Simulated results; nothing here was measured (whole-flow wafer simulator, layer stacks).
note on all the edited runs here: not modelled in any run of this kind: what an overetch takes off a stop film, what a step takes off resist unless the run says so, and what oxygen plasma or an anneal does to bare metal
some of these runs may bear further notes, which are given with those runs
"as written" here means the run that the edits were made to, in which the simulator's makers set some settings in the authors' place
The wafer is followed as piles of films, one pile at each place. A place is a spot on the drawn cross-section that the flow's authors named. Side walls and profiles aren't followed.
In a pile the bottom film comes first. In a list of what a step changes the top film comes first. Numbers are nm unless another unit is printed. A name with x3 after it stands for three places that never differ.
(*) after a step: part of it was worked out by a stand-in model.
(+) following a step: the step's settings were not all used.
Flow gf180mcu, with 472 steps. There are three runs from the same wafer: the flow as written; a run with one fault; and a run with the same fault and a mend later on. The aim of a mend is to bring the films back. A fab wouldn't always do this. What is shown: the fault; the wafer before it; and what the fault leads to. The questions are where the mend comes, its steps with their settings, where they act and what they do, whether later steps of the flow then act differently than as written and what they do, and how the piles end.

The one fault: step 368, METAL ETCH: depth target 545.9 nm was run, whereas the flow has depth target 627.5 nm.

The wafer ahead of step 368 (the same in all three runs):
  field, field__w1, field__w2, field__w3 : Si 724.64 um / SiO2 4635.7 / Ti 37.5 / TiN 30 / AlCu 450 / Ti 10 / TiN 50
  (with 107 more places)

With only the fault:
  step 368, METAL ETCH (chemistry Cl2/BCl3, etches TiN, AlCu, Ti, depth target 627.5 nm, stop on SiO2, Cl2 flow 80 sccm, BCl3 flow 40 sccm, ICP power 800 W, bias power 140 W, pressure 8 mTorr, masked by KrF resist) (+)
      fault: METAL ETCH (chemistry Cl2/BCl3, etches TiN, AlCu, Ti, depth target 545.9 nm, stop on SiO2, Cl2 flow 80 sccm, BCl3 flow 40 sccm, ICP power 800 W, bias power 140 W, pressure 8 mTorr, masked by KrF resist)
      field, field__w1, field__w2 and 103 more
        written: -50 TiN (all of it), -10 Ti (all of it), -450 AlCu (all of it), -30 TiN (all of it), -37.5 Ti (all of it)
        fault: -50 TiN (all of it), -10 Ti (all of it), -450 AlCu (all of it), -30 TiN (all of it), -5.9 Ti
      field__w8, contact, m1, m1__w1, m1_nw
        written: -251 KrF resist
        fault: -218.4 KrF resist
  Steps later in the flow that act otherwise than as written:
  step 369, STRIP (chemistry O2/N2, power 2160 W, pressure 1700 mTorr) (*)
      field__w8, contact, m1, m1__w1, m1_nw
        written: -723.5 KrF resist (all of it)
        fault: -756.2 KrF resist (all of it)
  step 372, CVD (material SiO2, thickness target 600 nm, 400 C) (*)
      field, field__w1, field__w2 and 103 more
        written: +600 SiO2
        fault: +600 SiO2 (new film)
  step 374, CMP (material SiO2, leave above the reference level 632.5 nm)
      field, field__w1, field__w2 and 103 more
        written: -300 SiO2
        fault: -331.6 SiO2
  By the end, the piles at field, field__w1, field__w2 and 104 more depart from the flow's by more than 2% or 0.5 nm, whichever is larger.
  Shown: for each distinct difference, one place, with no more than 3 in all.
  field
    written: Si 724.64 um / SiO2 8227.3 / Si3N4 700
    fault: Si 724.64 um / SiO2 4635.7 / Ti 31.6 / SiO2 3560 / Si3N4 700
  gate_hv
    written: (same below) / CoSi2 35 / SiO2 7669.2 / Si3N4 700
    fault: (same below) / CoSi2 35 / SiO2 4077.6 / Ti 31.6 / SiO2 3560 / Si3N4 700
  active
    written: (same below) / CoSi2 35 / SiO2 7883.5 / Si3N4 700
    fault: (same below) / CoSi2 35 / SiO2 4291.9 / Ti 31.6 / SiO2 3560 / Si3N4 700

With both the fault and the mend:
  After step 370 comes the mend.
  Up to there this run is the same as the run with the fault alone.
  step 370a, DEHYDRATE (200 C, 60 s) (the flow's step 361, run once more)
      leaves every film unchanged at each place that is followed
  step 370b, HMDS (120 C, 60 s) (the flow's step 362, run once more)
      leaves every film unchanged at each place that is followed
  step 370c, COAT (KrF resist, thickness 1000 nm) (*) (the flow's step 363, run once more)
      iso_ptap_pw, iso_ntap_nw, iso_nw_fld and 33 more
        +1000 KrF resist (new film)
      field__w7, field__w11, field__w13 and 10 more
        +1003.5 KrF resist (new film)
      field_sub__w4, ld_sd_p, ld_gate_p, ld_acc_p, ld_fp_p, ld_drift_p, ld_drn_p, ld_body_p_dnw
        +1003.1 KrF resist (new film)
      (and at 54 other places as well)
  step 370d, SOFTBAKE (KrF resist) (the flow's step 364, run once more)
      leaves every film unchanged at each place that is followed
  step 370e, EXPOSE (photomask Metal4) (the flow's step 365, run once more)
      leaves every film unchanged at each place that is followed
  step 370f, PEB (KrF resist, 135 C, 90 s) (the flow's step 366, run once more)
      field__w1, field__w2, field__w3 and 55 more
        -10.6 KrF resist
      iso_ptap_pw, iso_ntap_nw, iso_nw_fld and 33 more
        -10.5 KrF resist
      gate_hv, sd_p, nw_enc_fld_lv__w3, polyc_n, polyc_n_rim
        -10.7 KrF resist
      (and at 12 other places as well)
  step 370g, DEVELOP (thickness 1000 nm, 60 s) (the flow's step 367, run once more)
      iso_ptap_pw, iso_ntap_nw, iso_nw_fld and 33 more
        -989.5 KrF resist (all of it)
      field__w11, field__w13, p_well and 8 more
        -992.9 KrF resist (all of it)
      field__w2, field__w3, field__w7 and 6 more
        -993 KrF resist (all of it)
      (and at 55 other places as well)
  step 370h, METAL ETCH (chemistry Cl2/BCl3, etches TiN, AlCu, Ti, depth target 81.6 nm, stop on SiO2, Cl2 flow 80 sccm, BCl3 flow 40 sccm, ICP power 800 W, bias power 140 W, pressure 8 mTorr, masked by KrF resist) (+) (the flow's step 368, run once more with other settings)
      field, field__w1, field__w2 and 103 more
        -31.6 Ti (all of it)
      field__w8, contact, m1, m1__w1, m1_nw
        -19 KrF resist
  step 370i, STRIP (chemistry O2/N2, power 2160 W, pressure 1700 mTorr) (*) (the flow's step 369, run once more)
      field__w8
        -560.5 KrF resist (all of it)
      contact
        -558.4 KrF resist (all of it)
      m1
        -561.8 KrF resist (all of it)
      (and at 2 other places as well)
  step 370j, STRIP (chemistry post etch residue remover, 72.5 C, 1200 s) (*) (the flow's step 370, run once more)
      field__w8, contact, m1, m1__w1, m1_nw
        -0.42 TiN
  Every later step of the flow that is run acts as written, at every place that is followed, to within 2% or 0.5 nm, whichever is larger.
  At the end the piles are close to the flow's at the places that both follow, differing by at most 2% or 0.5 nm, whichever is larger.
